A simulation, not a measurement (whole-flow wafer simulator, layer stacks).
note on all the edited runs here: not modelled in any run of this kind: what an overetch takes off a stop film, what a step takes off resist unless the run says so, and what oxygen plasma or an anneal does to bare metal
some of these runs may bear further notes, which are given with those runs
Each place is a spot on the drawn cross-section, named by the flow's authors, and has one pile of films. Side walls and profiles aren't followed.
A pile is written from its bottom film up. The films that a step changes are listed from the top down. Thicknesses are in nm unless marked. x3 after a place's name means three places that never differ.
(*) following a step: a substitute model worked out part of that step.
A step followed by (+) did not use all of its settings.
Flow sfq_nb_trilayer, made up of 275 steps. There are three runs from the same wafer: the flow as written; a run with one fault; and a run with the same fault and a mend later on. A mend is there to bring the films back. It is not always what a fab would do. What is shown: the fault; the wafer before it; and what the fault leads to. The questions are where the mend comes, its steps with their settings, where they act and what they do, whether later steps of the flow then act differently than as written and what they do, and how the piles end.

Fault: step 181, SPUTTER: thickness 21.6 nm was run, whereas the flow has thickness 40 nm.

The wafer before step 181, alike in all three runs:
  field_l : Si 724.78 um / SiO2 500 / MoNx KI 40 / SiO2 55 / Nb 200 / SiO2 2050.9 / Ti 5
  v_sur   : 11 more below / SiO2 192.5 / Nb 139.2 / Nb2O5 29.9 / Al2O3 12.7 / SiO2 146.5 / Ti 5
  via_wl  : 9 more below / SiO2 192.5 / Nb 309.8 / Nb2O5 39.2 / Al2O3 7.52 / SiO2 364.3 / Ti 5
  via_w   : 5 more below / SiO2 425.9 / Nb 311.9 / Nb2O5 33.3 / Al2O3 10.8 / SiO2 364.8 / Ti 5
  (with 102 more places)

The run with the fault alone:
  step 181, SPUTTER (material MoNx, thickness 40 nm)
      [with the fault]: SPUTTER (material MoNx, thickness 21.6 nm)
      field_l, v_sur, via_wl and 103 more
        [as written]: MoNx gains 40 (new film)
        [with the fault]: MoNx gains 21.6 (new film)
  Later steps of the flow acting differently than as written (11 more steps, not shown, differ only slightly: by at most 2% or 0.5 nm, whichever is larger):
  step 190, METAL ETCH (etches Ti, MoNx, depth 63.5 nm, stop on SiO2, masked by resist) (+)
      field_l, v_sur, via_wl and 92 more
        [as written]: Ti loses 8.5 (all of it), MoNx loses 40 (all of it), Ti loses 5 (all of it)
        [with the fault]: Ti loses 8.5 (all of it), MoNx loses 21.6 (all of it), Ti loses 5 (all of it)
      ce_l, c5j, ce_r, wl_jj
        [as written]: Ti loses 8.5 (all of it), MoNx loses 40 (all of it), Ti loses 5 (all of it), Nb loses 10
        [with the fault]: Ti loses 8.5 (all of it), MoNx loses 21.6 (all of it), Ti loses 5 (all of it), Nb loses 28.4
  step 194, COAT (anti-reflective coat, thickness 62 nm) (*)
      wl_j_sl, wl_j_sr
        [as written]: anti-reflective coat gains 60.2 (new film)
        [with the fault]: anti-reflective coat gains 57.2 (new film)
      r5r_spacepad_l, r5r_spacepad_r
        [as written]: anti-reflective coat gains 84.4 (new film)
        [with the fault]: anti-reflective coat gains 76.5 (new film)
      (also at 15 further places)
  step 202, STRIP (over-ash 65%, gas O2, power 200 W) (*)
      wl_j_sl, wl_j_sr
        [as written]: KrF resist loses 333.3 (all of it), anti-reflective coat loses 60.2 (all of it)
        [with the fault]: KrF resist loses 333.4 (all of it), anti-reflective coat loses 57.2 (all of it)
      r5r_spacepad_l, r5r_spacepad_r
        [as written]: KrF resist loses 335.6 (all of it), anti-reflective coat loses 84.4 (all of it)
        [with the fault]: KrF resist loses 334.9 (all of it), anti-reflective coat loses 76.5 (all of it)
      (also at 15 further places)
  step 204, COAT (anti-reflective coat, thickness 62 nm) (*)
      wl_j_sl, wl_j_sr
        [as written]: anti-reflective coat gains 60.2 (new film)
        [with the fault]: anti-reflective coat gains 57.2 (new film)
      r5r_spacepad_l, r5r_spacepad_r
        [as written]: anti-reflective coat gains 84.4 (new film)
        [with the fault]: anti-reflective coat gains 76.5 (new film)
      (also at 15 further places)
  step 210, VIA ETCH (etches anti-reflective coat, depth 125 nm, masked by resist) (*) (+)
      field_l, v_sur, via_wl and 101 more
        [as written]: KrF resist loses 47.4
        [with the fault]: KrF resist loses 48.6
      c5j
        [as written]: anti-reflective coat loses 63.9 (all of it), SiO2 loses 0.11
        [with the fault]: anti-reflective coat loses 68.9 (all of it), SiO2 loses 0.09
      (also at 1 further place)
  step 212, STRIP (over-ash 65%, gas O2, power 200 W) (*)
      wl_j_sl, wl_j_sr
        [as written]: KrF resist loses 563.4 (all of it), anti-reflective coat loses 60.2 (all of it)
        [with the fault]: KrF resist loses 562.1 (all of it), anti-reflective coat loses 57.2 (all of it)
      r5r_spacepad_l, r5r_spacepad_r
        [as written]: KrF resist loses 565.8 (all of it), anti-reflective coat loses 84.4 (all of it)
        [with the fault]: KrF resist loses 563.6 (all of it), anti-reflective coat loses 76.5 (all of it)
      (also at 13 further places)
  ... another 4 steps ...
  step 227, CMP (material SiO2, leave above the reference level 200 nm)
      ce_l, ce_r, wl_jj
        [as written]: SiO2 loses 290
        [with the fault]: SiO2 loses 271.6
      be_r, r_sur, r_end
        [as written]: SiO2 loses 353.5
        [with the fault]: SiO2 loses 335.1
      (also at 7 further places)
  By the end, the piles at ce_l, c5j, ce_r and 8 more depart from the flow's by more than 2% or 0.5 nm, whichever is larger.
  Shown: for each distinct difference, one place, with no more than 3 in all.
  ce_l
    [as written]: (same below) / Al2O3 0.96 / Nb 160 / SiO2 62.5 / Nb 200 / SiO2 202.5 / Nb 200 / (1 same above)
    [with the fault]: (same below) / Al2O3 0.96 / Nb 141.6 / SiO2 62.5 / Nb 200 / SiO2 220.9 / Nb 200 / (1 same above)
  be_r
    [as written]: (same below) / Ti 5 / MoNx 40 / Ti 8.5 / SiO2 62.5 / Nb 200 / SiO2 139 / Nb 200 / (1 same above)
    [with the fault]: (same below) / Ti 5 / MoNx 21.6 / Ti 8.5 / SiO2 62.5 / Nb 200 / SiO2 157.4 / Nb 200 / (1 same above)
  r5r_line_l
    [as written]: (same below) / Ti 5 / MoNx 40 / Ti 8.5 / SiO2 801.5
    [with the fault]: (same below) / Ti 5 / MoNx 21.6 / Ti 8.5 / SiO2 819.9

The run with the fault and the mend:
  After step 181 comes the mend.
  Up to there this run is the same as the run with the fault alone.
  step 181a, SPUTTER (material MoNx, thickness 18.4 nm) (the flow's step 181, run once more with other settings)
      field_l, v_sur, via_wl and 103 more
        MoNx gains 18.4
  Every later step of the flow that is run acts as written at every place that is followed.
  At every place that both follow, the piles at the end match the flow's.
